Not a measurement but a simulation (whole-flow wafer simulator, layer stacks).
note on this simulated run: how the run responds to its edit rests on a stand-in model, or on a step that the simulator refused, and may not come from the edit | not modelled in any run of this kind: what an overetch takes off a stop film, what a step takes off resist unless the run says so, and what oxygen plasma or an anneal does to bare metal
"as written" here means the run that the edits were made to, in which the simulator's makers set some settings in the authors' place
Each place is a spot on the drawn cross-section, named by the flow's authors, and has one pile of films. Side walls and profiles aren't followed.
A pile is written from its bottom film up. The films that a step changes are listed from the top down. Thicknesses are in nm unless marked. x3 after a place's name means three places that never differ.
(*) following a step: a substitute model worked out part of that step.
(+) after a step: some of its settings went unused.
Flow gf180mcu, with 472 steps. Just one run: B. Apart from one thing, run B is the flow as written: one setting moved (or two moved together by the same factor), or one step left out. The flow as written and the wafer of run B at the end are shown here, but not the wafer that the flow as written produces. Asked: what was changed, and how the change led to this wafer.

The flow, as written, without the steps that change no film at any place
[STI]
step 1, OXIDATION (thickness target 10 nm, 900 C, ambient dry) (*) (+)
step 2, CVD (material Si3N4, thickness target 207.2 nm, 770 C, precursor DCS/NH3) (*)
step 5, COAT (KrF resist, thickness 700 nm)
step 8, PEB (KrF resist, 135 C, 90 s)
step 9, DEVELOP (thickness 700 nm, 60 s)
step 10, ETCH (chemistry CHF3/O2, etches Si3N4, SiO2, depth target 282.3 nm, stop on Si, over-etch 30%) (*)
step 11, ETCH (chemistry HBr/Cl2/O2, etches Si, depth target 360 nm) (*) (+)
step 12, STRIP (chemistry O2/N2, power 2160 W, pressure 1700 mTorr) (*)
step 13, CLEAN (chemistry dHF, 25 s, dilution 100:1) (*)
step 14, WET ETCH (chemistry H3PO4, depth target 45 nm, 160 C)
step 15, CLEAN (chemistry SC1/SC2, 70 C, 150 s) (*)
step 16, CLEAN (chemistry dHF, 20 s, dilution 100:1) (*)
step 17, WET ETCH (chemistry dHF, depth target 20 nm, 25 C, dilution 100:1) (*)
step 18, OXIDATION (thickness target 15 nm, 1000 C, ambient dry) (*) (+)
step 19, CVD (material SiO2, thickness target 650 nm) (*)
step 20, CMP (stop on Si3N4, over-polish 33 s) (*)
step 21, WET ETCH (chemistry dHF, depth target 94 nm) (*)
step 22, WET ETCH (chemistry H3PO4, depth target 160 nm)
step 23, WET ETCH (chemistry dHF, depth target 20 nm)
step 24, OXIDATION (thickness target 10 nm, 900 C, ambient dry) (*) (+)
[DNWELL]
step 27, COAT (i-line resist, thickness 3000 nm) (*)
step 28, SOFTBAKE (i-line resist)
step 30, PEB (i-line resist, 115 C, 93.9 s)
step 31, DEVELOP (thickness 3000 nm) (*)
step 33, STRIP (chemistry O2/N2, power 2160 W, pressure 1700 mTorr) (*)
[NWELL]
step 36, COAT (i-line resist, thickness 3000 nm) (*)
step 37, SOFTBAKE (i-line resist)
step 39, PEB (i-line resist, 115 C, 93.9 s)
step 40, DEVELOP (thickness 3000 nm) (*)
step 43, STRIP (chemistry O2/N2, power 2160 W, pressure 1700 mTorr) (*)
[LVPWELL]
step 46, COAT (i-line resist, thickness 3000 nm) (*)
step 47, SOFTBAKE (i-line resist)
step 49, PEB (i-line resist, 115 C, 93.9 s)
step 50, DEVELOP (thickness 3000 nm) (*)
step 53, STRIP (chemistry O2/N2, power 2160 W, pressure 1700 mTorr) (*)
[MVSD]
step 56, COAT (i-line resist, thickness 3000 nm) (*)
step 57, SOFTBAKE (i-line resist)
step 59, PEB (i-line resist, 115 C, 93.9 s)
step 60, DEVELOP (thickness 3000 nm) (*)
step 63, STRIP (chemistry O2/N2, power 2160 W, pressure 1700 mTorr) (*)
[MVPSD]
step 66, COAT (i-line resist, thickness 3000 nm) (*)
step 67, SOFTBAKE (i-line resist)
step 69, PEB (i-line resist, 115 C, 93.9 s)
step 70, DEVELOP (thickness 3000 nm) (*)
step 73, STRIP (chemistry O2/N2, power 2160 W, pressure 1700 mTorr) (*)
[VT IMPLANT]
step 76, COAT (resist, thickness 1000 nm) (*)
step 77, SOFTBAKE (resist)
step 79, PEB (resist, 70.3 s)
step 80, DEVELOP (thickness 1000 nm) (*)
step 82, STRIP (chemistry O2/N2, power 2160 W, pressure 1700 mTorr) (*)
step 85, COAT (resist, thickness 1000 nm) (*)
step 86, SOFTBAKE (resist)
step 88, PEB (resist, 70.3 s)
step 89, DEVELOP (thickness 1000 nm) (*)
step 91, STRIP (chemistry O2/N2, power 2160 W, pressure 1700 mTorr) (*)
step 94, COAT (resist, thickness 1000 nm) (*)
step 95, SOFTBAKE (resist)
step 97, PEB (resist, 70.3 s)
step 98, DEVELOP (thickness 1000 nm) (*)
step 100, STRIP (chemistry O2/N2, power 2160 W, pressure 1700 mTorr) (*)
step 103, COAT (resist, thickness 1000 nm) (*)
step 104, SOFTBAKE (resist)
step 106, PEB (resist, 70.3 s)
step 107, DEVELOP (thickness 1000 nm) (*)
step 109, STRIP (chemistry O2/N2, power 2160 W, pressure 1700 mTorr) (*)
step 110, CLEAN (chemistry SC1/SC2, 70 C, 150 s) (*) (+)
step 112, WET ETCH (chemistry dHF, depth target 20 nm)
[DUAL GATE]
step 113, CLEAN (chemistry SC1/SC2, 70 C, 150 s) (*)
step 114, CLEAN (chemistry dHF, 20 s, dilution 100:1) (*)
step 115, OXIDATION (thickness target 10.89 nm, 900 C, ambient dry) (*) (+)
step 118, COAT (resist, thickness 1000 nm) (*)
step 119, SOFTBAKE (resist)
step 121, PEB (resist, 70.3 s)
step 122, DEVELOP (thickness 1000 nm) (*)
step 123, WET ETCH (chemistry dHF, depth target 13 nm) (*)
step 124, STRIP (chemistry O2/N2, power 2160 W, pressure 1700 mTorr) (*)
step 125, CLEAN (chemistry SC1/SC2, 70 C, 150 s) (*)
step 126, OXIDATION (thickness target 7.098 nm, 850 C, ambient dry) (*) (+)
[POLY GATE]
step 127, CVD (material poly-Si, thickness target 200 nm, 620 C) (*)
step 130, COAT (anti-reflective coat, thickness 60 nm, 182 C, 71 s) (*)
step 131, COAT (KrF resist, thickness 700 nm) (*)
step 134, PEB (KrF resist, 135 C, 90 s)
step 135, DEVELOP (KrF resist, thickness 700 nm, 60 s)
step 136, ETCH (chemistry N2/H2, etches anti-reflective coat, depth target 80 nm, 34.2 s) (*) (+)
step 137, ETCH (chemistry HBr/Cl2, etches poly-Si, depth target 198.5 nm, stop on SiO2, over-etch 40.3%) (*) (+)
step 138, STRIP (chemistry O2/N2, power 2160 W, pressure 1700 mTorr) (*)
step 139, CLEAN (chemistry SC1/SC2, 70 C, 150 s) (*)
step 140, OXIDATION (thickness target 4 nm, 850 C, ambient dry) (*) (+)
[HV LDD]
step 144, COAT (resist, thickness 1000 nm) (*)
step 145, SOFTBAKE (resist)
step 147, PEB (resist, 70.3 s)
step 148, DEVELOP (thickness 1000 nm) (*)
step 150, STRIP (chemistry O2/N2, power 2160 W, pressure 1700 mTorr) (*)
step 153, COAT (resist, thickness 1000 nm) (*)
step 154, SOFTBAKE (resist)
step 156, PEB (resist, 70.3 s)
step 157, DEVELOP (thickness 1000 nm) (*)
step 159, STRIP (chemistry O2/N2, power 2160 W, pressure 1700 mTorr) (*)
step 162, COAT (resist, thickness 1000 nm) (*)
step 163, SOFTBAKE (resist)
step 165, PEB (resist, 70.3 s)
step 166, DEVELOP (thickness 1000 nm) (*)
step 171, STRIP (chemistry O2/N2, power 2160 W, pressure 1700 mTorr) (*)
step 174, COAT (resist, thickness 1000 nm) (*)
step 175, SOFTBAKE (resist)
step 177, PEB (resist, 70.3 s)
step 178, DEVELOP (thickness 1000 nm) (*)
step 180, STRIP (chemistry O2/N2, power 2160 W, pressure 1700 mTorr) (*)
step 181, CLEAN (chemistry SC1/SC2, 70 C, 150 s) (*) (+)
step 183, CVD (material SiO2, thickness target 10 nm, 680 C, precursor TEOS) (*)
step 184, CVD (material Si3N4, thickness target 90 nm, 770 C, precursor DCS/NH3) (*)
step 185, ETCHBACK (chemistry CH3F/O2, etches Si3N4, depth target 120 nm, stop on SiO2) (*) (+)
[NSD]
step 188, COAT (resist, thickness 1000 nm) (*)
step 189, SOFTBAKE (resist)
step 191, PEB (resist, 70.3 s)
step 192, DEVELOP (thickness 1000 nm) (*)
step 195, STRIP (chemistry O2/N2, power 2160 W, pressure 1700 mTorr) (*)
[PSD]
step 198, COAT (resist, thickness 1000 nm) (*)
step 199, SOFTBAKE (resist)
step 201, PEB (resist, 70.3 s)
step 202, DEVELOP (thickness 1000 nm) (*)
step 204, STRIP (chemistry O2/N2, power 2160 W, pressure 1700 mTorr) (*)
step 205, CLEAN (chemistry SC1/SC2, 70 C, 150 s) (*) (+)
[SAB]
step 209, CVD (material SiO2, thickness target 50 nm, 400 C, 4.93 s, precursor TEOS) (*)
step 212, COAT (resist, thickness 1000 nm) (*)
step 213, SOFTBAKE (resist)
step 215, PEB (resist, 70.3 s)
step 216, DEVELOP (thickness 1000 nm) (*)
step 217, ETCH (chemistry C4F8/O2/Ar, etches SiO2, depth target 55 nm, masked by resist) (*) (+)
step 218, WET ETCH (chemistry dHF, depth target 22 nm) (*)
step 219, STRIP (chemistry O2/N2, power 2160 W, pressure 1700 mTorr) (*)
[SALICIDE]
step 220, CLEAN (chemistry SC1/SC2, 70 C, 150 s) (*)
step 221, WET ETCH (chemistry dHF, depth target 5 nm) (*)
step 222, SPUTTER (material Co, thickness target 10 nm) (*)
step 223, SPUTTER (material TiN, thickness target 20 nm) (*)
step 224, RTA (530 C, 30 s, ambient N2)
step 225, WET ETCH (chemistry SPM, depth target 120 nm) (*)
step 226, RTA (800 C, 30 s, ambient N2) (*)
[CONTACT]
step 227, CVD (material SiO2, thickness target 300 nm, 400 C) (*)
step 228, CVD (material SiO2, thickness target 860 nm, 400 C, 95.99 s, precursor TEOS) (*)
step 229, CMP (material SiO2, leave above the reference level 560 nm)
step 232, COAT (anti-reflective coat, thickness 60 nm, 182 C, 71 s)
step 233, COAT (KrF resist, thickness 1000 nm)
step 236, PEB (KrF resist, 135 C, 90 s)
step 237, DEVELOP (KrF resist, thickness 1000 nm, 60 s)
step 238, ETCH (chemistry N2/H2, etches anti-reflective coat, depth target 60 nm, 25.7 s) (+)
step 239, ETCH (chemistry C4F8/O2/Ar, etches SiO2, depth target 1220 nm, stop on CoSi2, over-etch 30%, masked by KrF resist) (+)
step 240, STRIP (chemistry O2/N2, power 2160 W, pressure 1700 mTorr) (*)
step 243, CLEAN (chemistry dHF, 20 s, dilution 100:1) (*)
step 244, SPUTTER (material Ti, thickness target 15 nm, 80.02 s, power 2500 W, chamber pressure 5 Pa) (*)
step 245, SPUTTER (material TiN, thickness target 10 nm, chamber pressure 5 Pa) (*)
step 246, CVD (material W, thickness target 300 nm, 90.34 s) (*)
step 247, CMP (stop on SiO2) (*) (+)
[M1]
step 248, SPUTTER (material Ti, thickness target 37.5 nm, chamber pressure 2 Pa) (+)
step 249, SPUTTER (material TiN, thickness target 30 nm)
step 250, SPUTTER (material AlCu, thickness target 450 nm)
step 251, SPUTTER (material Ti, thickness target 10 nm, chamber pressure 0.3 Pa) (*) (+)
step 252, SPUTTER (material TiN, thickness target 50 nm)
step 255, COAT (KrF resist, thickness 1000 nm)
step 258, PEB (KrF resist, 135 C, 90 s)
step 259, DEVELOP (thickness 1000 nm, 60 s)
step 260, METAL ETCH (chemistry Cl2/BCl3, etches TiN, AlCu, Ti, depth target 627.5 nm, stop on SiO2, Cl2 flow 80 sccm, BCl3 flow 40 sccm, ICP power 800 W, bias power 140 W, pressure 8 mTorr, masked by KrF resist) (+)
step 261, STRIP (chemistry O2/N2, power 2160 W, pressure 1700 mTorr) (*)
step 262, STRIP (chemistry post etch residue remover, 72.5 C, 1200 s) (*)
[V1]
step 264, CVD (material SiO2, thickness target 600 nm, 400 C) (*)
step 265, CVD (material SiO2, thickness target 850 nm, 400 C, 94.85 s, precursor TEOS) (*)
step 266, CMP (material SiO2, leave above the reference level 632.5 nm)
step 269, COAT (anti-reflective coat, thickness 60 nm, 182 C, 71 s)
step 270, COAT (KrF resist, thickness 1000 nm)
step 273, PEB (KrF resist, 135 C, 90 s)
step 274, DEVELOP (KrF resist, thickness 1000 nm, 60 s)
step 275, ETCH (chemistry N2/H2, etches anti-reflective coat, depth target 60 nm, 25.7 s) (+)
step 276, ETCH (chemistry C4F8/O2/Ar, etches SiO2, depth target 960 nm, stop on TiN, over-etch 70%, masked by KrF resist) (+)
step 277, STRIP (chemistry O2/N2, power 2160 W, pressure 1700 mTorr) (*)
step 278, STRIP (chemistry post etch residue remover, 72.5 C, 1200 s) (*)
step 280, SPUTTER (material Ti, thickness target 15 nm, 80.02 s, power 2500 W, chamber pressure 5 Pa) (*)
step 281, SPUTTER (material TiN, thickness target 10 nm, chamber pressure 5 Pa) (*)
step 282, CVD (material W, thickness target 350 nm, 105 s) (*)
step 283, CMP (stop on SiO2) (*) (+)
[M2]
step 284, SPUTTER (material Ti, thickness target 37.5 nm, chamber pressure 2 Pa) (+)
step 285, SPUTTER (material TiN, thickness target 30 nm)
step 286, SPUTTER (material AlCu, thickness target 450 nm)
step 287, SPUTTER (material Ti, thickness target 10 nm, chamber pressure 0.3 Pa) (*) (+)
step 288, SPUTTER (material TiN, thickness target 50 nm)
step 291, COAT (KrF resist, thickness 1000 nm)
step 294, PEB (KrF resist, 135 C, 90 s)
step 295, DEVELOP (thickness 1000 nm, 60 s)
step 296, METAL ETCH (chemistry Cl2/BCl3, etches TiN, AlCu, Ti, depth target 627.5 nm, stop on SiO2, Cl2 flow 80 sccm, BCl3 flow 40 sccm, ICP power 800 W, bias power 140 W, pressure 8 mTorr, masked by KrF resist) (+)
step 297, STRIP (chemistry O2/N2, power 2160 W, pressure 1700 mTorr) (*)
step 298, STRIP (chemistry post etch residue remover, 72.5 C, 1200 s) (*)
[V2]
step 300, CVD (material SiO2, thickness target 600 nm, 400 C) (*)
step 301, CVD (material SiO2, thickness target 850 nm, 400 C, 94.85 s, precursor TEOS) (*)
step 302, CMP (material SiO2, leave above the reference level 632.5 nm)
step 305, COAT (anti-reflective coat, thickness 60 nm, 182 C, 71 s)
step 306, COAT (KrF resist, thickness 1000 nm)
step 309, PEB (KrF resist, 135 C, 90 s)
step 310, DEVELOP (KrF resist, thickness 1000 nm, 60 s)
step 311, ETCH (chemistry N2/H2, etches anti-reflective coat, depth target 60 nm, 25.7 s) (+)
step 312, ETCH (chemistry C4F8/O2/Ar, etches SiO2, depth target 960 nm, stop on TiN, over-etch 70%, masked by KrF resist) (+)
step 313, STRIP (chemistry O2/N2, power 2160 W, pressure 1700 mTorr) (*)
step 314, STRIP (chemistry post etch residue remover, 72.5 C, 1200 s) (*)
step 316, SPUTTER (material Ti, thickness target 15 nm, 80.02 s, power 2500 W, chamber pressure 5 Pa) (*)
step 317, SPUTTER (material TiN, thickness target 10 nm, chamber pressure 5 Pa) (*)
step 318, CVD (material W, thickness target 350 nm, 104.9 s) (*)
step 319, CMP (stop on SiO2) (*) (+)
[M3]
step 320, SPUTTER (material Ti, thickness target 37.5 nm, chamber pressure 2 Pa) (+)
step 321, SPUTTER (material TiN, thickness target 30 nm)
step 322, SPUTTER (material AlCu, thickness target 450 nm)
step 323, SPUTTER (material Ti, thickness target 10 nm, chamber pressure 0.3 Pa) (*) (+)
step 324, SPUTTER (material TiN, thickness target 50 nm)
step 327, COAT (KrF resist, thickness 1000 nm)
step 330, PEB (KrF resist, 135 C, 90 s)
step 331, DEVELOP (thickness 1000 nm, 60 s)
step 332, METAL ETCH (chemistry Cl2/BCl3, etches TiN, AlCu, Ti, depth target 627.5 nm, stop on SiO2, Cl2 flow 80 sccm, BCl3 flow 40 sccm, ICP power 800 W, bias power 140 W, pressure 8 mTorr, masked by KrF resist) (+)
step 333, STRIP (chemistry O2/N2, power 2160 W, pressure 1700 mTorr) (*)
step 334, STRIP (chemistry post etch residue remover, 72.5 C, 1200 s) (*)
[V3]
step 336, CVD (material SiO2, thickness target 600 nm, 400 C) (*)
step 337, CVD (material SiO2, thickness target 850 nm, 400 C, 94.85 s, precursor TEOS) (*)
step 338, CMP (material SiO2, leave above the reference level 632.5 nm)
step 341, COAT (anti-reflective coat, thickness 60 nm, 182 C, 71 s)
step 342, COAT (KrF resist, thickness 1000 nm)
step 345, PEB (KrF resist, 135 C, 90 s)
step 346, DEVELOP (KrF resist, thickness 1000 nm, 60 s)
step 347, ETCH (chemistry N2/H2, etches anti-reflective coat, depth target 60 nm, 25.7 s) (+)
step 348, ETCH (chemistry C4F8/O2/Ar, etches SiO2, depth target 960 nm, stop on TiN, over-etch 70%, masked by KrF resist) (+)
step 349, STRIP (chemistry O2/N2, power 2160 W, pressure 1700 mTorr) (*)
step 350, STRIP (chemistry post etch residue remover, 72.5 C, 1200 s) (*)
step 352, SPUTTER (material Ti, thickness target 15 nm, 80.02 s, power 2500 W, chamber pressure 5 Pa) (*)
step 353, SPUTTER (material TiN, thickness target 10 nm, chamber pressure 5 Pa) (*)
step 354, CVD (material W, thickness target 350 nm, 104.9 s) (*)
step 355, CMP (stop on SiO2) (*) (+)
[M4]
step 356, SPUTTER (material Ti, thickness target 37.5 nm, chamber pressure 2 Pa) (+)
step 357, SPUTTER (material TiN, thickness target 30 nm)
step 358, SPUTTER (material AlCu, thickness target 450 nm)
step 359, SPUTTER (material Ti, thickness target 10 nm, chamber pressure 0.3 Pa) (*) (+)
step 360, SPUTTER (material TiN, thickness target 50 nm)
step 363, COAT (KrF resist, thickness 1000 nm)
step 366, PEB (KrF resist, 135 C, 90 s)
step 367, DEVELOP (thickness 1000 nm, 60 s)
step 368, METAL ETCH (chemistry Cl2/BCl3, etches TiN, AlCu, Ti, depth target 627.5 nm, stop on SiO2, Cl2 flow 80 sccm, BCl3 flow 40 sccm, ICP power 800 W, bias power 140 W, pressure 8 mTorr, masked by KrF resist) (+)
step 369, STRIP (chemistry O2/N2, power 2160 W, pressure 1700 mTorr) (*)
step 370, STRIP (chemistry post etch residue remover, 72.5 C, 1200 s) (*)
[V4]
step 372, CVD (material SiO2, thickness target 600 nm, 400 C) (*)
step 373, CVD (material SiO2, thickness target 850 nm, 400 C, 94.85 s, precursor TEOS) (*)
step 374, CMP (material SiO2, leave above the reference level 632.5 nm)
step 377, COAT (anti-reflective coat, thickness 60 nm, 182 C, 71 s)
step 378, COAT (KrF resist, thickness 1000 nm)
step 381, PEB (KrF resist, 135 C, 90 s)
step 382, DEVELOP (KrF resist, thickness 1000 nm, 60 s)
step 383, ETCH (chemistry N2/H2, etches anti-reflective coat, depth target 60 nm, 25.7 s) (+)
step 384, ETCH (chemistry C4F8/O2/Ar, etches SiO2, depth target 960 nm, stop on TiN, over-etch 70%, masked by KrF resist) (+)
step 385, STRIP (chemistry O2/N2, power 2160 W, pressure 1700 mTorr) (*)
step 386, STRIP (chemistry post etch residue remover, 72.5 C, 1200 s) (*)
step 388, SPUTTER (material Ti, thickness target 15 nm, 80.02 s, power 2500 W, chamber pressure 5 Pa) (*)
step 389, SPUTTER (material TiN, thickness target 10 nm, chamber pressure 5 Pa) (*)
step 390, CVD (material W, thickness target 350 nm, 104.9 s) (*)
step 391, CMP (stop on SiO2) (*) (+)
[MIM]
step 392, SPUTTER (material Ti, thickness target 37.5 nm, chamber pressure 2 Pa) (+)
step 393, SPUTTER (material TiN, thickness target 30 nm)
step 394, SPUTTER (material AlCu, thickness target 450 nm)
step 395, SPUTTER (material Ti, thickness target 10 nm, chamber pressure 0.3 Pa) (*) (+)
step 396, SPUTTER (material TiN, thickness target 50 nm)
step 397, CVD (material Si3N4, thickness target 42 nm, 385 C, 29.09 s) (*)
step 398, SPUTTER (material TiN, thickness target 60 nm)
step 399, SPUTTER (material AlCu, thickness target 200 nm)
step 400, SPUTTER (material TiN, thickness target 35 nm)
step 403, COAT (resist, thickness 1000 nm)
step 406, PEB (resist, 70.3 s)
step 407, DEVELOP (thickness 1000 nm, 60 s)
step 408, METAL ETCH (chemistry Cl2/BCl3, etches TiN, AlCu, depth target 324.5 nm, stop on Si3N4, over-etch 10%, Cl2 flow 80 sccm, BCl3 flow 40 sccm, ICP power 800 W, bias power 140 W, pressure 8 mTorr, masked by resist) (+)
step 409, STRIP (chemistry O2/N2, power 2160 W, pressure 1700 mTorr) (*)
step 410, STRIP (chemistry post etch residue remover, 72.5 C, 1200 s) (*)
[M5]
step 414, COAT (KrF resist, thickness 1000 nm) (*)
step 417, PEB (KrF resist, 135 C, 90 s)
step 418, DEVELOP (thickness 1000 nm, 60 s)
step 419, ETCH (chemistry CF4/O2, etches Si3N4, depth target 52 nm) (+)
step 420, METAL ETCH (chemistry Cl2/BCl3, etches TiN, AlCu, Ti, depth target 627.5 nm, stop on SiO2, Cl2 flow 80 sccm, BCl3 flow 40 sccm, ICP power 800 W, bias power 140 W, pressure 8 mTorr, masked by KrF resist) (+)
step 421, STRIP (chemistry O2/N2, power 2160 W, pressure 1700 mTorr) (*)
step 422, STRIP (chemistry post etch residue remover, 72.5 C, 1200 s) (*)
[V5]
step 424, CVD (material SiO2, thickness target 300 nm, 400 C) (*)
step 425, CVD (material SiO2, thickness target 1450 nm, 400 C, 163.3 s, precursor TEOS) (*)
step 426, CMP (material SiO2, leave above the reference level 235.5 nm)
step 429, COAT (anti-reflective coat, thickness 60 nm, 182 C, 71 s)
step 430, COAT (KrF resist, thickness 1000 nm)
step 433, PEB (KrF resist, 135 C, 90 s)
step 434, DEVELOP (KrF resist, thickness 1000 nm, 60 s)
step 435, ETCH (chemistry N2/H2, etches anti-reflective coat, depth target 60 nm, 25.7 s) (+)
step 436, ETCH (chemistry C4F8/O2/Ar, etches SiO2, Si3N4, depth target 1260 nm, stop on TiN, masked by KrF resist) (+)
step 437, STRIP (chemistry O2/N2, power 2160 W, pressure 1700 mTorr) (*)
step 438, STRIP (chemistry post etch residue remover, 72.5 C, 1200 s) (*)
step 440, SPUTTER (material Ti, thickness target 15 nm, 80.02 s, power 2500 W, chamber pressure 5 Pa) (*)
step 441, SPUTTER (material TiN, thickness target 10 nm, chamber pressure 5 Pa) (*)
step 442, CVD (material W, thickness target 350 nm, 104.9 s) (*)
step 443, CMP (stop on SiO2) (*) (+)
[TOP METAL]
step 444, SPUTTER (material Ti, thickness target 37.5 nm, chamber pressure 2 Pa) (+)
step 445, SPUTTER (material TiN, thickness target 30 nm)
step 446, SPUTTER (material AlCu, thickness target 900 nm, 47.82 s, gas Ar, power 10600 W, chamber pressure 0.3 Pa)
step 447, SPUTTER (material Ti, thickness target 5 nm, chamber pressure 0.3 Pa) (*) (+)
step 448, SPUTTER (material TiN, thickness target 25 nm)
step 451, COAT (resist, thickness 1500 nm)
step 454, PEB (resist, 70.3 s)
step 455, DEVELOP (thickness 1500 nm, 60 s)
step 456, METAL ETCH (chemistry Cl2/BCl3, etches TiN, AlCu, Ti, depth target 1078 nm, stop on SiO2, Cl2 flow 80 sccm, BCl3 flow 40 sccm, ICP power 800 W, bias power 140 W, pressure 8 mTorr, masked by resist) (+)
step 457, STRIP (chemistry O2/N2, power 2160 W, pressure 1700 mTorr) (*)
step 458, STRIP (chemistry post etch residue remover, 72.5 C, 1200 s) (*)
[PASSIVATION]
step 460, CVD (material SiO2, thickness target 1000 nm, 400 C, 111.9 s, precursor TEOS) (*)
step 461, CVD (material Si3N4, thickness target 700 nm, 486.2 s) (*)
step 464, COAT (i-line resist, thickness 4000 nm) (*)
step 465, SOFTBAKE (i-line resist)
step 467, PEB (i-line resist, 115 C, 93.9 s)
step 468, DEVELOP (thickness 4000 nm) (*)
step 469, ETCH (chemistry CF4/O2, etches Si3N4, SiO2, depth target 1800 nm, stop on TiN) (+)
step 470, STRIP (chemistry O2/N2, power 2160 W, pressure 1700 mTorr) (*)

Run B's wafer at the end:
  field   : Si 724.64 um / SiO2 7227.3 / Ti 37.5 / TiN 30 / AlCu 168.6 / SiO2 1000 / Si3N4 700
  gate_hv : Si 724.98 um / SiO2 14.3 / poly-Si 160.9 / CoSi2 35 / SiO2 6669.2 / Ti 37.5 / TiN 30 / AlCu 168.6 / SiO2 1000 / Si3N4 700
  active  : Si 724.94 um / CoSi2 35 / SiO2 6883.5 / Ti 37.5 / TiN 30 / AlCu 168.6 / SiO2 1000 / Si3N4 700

What caused this: step 446, SPUTTER: 64.56 s was run, whereas the flow has 47.82 s.

Step by step, how the change led to this:
  step 446, SPUTTER (material AlCu, thickness target 900 nm, 47.82 s, gas Ar, power 10600 W, chamber pressure 0.3 Pa)
      field, field__w1, field__w2 and 109 more: AlCu gains 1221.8 (new film) (it would be, as written: AlCu gains 900 (new film))
  step 456, METAL ETCH (chemistry Cl2/BCl3, etches TiN, AlCu, Ti, depth target 1078 nm, stop on SiO2, Cl2 flow 80 sccm, BCl3 flow 40 sccm, ICP power 800 W, bias power 140 W, pressure 8 mTorr, masked by resist) (+)
      field, field__w1, field__w2 and 103 more: TiN loses 25 (all of it), Ti loses 5 (all of it), AlCu loses 1047.5 (it would be, as written: TiN loses 25 (all of it), Ti loses 5 (all of it), AlCu loses 900 (all of it), TiN loses 30 (all of it), Ti loses 37.5 (all of it))
  step 458, STRIP (chemistry post etch residue remover, 72.5 C, 1200 s) (*)
      field, field__w1, field__w2 and 103 more: AlCu loses 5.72 (it would be, as written: nothing)
  step 460, CVD (material SiO2, thickness target 1000 nm, 400 C, 111.9 s, precursor TEOS) (*)
      field, field__w1, field__w2 and 103 more: SiO2 gains 1000 (new film) (it would be, as written: SiO2 gains 1000)
  step 464, COAT (i-line resist, thickness 4000 nm) (*)
      field__w8: i-line resist gains 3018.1 (new film) (it would be, as written: i-line resist gains 3093.1 (new film))
      contact: i-line resist gains 3059.2 (new film) (it would be, as written: i-line resist gains 3153.6 (new film))
      (also at 4 further places)
  step 465, SOFTBAKE (i-line resist)
      ld_acc_p, ld_fp_p, ld_drift_p: i-line resist gains 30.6 (it would be, as written: i-line resist gains 33.8)
      field__w1: i-line resist loses 16 (it would be, as written: i-line resist loses 14.6)
      (also at 56 further places)
  step 467, PEB (i-line resist, 115 C, 93.9 s)
      field__w8, m1__w1: i-line resist loses 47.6 (it would be, as written: i-line resist loses 49.2)
      contact, m1: i-line resist loses 47.9 (it would be, as written: i-line resist loses 49.6)
      (also at 2 further places)
  step 468, DEVELOP (thickness 4000 nm) (*)
      pad: i-line resist loses 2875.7 (all of it) (it would be, as written: i-line resist loses 2960.4 (all of it))
  step 470, STRIP (chemistry O2/N2, power 2160 W, pressure 1700 mTorr) (*)
      field__w8: i-line resist loses 1694 (all of it) (it would be, as written: i-line resist loses 1775.9 (all of it))
      contact: i-line resist loses 1709.2 (all of it) (it would be, as written: i-line resist loses 1798.3 (all of it))
      (also at 3 further places)
With metal films that touch counted as one body, field has 1 body; the flow as written gives 0 bodies.
With metal films that touch counted as one body, gate_hv has 2 bodies (between them, from the top down: SiO2 6669.2); the flow as written gives 1 body.
With metal films that touch counted as one body, active has 2 bodies (between them, from the top down: SiO2 6883.5); the flow as written gives 1 body.
